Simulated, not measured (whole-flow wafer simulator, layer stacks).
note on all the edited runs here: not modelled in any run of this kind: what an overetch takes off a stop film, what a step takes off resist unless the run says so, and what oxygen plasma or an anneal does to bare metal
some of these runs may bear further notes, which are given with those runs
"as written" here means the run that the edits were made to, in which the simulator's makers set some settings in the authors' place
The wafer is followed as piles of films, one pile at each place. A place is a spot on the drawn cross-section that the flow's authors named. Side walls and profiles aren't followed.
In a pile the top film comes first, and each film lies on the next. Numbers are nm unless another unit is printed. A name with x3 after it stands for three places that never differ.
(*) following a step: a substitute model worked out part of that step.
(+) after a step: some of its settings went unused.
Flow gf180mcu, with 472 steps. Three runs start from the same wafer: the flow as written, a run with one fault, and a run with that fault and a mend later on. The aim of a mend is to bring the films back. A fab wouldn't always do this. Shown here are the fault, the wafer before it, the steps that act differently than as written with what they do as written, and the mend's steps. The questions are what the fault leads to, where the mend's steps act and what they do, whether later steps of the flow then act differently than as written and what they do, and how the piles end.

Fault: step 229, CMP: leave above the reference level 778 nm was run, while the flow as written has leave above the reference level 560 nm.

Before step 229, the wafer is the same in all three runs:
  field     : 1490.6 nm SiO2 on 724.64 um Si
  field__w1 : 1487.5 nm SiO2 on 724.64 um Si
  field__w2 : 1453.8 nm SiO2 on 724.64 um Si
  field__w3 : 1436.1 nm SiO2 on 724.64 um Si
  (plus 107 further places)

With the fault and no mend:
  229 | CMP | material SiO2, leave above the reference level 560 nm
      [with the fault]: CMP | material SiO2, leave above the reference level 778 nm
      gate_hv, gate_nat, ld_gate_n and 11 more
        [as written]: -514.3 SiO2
        [with the fault]: -296.3 SiO2
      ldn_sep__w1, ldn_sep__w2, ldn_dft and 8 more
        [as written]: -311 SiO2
        [with the fault]: -93 SiO2
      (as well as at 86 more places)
  Steps further on in the flow that do not act as written:
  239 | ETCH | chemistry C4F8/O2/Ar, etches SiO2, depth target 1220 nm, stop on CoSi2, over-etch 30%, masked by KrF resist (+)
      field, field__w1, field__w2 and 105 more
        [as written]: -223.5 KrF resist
        [with the fault]: -244 KrF resist
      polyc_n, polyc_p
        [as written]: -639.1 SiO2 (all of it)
        [with the fault]: -857.1 SiO2 (all of it)
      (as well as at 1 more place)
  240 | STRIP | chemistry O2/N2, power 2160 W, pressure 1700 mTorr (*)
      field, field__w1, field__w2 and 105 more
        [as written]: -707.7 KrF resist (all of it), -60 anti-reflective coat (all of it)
        [with the fault]: -687.2 KrF resist (all of it), -60 anti-reflective coat (all of it)
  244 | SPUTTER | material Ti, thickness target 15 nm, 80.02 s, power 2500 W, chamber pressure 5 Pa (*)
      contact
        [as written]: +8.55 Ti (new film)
        [with the fault]: +7.54 Ti (new film)
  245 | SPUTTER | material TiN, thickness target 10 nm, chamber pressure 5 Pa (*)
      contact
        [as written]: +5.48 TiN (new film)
        [with the fault]: +4.85 TiN (new film)
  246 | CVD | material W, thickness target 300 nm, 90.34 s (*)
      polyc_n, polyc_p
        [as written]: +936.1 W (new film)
        [with the fault]: +1154.1 W (new film)
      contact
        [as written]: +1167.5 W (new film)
        [with the fault]: +1387.2 W (new film)
  At field, field__w1, field__w2 and 109 more, the piles at the end differ from the flow's by more than 2% or 0.5 nm, whichever is larger.
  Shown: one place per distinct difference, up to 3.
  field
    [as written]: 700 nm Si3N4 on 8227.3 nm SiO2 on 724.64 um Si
    [with the fault]: 700 nm Si3N4 on 8445.3 nm SiO2 on 724.64 um Si
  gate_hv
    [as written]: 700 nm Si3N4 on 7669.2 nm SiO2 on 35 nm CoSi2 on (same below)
    [with the fault]: 700 nm Si3N4 on 7887.2 nm SiO2 on 35 nm CoSi2 on (same below)
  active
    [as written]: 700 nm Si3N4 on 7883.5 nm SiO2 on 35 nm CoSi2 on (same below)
    [with the fault]: 700 nm Si3N4 on 8101.5 nm SiO2 on 35 nm CoSi2 on (same below)

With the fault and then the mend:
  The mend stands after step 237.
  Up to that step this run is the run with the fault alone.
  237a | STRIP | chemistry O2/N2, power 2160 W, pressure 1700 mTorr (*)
      field, field__w1, field__w2 and 105 more
        -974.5 KrF resist (all of it), -60 anti-reflective coat (all of it)
      contact, polyc_n, polyc_p
        -60 anti-reflective coat (all of it)
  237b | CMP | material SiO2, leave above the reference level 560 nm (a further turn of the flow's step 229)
      field, field__w1, field__w2 and 108 more
        -218 SiO2
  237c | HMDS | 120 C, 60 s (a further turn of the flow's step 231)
      leaves every film unchanged at each place that is followed
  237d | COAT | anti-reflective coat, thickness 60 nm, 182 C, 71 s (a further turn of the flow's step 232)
      field, field__w1, field__w2 and 108 more
        +60 anti-reflective coat (new film)
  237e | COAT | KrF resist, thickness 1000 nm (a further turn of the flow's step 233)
      field, field__w1, field__w2 and 108 more
        +1000 KrF resist (new film)
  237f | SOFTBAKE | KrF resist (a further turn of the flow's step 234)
      leaves every film unchanged at each place that is followed
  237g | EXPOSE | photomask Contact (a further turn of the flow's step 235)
      leaves every film unchanged at each place that is followed
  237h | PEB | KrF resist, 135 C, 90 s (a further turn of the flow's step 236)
      field, field__w1, field__w2 and 108 more
        -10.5 KrF resist
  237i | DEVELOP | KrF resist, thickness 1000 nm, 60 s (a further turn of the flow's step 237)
      field, field__w1, field__w2 and 105 more
        -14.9 KrF resist
      contact, polyc_n, polyc_p
        -989.5 KrF resist (all of it)
  Every later step of the flow that is run acts as written at every place that is followed.
  By the end, the piles equal the flow's at every place that both follow.
